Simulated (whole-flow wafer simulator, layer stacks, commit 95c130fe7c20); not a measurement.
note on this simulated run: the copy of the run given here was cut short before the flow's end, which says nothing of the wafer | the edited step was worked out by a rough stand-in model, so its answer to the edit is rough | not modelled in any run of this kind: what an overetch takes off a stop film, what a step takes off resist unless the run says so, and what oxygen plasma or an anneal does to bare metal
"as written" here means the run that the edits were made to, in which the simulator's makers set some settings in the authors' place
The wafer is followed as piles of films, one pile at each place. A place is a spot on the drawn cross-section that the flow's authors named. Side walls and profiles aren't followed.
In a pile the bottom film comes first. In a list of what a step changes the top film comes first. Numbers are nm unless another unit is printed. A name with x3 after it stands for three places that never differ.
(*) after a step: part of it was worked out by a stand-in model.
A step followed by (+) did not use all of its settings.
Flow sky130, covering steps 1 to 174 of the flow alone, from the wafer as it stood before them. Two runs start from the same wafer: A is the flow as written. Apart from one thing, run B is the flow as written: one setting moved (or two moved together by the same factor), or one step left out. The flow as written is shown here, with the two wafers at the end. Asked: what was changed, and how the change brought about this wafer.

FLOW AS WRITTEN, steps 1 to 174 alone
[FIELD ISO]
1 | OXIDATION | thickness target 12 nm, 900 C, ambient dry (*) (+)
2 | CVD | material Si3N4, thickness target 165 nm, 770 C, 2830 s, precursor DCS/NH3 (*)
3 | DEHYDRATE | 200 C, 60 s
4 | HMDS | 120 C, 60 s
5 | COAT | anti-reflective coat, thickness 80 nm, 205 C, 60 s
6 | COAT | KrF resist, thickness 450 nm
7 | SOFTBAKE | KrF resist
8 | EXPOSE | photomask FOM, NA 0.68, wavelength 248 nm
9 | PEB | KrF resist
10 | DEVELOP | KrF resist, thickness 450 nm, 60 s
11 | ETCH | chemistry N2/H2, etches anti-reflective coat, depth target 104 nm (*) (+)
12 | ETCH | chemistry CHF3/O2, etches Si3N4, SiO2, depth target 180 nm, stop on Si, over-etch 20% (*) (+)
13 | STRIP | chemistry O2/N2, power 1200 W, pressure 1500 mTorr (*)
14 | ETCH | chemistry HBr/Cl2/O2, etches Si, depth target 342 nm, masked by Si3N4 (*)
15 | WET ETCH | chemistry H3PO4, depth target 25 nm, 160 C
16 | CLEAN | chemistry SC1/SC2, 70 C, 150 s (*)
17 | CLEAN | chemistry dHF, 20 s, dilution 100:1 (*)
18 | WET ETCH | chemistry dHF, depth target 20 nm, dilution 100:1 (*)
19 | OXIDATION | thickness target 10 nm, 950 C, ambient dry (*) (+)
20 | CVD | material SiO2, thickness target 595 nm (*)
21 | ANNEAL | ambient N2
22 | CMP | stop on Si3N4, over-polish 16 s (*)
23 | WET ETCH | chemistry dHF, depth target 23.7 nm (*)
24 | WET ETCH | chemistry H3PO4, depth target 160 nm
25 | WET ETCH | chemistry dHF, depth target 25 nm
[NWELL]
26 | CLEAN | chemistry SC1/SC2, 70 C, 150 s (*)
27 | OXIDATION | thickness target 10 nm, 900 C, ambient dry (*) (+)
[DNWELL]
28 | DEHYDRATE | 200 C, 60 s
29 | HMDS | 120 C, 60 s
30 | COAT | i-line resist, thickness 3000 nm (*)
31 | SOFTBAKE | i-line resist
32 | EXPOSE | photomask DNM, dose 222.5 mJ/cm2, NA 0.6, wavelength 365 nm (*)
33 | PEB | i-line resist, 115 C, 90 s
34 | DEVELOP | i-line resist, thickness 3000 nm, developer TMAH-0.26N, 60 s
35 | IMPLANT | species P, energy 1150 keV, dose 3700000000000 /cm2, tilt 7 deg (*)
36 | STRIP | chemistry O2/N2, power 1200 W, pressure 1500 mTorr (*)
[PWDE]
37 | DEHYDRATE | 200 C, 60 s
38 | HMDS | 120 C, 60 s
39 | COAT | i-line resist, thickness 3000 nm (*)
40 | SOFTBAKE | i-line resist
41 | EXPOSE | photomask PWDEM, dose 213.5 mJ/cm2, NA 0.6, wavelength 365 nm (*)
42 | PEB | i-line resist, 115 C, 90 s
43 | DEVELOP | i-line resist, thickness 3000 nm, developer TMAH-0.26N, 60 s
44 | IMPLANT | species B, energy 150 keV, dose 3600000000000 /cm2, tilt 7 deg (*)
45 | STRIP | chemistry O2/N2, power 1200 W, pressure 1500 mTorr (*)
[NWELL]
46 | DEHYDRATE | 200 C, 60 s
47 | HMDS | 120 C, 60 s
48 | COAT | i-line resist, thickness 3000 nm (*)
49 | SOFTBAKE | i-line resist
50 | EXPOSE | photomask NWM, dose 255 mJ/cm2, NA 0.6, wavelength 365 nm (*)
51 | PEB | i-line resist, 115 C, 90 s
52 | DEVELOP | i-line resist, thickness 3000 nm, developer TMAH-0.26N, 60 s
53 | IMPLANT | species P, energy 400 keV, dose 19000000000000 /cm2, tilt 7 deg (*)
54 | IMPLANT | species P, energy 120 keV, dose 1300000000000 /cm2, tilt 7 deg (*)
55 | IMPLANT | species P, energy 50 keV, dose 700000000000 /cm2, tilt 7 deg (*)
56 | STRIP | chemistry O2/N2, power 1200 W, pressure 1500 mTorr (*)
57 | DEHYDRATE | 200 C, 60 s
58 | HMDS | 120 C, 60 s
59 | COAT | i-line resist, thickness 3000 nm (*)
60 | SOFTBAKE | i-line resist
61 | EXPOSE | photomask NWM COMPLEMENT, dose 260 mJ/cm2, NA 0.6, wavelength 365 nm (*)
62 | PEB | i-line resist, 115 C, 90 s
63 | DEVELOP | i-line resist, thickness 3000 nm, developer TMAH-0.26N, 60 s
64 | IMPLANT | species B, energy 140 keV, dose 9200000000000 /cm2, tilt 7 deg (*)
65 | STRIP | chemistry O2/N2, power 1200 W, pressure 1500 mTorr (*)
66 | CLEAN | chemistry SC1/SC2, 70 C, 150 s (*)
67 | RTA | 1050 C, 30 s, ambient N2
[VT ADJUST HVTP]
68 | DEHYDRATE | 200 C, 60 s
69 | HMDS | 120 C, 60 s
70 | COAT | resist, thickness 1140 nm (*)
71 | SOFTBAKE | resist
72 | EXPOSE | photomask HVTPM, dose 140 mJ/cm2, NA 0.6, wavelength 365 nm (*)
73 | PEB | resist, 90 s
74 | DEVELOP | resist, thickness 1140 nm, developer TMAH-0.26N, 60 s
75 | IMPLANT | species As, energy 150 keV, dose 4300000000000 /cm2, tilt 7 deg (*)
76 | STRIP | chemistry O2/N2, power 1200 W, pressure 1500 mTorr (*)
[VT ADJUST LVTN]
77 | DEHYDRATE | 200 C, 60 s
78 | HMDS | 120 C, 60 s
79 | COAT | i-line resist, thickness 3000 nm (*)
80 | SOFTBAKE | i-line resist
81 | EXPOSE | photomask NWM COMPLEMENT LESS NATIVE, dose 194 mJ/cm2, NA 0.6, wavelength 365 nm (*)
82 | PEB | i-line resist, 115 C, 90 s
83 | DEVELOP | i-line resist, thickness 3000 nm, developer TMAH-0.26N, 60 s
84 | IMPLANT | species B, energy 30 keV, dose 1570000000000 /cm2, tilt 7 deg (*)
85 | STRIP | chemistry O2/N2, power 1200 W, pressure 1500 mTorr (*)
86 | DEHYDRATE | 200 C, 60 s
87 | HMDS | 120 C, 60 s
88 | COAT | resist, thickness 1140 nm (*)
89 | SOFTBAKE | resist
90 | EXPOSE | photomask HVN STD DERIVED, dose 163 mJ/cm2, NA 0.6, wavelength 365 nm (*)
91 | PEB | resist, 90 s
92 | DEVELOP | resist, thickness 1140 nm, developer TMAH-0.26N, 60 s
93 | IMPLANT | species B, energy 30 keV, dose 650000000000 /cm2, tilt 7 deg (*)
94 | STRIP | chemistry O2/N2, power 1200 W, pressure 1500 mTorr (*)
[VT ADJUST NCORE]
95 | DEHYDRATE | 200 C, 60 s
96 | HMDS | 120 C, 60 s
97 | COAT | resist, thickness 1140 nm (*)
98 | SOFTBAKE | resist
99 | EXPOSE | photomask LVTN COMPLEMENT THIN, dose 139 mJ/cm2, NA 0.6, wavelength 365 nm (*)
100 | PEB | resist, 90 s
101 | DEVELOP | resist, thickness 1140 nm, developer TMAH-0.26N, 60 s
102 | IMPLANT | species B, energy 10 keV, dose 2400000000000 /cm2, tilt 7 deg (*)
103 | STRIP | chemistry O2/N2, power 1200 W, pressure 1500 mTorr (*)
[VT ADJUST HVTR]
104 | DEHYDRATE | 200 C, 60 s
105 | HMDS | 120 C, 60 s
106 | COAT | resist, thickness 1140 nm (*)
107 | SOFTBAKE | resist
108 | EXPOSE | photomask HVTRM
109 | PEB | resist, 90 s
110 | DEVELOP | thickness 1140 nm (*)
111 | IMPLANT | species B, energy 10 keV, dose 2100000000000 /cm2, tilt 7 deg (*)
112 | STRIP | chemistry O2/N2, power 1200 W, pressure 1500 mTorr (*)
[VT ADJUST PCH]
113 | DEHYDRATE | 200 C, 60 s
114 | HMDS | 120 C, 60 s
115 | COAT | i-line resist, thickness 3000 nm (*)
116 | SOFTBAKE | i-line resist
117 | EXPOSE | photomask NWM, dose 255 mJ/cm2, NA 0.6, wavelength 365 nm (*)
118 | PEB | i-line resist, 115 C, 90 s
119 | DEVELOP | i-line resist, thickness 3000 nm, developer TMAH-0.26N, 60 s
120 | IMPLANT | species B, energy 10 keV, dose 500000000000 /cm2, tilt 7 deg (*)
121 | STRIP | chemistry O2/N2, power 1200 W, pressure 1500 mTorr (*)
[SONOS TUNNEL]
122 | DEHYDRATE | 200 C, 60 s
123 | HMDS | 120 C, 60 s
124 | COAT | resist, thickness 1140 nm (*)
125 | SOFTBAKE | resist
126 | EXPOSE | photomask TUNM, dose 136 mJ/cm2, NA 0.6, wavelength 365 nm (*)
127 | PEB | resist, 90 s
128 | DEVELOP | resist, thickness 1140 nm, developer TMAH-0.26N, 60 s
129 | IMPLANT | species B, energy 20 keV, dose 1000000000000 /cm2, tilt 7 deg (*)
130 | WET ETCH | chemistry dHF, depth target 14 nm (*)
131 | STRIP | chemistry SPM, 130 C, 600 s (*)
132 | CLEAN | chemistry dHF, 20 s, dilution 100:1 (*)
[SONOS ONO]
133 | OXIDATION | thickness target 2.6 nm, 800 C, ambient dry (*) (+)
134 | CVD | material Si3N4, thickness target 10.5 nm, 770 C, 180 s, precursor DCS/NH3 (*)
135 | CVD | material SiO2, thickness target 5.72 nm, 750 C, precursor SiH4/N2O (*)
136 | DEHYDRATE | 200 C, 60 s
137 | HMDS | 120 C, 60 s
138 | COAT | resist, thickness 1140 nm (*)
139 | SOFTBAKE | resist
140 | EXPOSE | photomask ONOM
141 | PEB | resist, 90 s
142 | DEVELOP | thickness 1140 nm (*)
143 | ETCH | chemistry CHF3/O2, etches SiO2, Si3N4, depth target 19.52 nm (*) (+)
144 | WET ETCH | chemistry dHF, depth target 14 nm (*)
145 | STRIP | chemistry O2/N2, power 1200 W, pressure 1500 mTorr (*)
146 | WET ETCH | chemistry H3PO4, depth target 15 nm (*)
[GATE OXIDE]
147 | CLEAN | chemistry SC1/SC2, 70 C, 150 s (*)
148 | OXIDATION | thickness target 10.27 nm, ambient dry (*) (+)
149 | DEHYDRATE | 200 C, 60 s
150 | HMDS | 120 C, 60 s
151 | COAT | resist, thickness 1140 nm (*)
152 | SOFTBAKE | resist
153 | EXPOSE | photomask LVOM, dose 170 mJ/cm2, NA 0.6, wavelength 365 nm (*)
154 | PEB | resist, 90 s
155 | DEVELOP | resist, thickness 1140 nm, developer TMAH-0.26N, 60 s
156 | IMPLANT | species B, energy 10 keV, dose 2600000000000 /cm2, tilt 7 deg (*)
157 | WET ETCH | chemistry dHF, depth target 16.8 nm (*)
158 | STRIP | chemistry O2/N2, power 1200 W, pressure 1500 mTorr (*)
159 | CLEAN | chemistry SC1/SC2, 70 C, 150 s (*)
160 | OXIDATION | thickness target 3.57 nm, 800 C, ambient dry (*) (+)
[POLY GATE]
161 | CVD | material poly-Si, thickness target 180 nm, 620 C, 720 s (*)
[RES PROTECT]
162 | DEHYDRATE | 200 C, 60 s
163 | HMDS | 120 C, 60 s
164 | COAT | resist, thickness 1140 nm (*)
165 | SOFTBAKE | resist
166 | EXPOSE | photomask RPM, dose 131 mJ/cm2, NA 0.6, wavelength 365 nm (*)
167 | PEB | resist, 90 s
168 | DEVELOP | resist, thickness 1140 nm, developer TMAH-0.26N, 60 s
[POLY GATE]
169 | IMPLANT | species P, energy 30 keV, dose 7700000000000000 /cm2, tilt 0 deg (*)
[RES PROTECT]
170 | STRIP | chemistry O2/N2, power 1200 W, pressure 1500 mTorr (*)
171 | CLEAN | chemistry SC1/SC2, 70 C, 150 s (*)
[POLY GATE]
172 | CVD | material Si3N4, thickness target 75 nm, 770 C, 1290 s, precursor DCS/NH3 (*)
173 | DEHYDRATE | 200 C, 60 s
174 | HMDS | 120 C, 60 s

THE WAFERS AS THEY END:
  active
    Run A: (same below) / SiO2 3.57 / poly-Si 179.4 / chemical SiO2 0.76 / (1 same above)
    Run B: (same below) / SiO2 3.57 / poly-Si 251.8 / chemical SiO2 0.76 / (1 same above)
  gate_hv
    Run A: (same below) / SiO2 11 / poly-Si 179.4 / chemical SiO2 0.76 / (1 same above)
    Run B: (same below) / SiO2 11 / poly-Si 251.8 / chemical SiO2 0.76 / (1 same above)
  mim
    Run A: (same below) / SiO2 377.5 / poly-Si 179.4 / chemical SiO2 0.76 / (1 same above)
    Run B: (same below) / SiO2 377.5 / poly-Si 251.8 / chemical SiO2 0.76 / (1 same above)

The reason: step 161, CVD: 1008 s was run, though the flow has 720 s.

How this came from the change, step by step:
  161 | CVD | material poly-Si, thickness target 180 nm, 620 C, 720 s (*)
      field, active, n_well and 186 more: A +180 poly-Si (new film) | B +252.4 poly-Si (new film)
      ndiff_dn: A +215.7 poly-Si (new film) | B +292.4 poly-Si (new film)
